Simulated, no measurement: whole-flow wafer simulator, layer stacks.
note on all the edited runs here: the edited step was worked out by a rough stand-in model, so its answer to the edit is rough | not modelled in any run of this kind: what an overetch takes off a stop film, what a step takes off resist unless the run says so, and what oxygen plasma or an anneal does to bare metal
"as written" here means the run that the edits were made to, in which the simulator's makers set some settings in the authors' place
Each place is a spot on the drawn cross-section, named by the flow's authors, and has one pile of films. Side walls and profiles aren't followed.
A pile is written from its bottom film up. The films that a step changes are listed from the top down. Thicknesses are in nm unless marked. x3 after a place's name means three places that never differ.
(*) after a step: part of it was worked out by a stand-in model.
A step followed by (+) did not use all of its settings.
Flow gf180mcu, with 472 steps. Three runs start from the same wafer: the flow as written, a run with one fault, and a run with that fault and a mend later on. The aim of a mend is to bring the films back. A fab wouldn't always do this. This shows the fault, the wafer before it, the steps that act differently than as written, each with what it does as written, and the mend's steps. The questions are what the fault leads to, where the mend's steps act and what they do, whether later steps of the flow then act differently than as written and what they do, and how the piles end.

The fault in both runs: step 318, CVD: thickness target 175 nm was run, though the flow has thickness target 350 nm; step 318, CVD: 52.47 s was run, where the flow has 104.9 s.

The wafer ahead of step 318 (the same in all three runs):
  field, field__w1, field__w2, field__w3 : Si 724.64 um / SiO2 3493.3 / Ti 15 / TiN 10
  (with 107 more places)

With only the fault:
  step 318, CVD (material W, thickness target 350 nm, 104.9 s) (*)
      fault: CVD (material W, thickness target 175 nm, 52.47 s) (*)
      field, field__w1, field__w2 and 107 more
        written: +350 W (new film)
        fault: +176.4 W (new film)
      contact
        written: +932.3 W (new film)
        fault: +758.7 W (new film)
  Steps further on in the flow that do not act as written:
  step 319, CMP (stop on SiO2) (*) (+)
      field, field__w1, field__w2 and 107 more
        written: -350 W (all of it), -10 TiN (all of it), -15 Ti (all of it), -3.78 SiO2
        fault: -176.4 W (all of it), -10 TiN (all of it), -15 Ti (all of it), -2.03 SiO2
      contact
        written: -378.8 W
        fault: -203.5 W
  At the end the piles are close to the flow's at the places that both follow, differing by at most 2% or 0.5 nm, whichever is larger.

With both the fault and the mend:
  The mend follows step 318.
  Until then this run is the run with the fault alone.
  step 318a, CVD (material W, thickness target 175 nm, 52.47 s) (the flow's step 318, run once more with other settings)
      field, field__w1, field__w2 and 108 more
        +176.5 W
  Later steps of the flow that are run all act as written at every place that is followed, up to a difference of at most 2% or 0.5 nm, whichever is larger.
  At the end the piles are close to the flow's at the places that both follow, differing by at most 2% or 0.5 nm, whichever is larger.
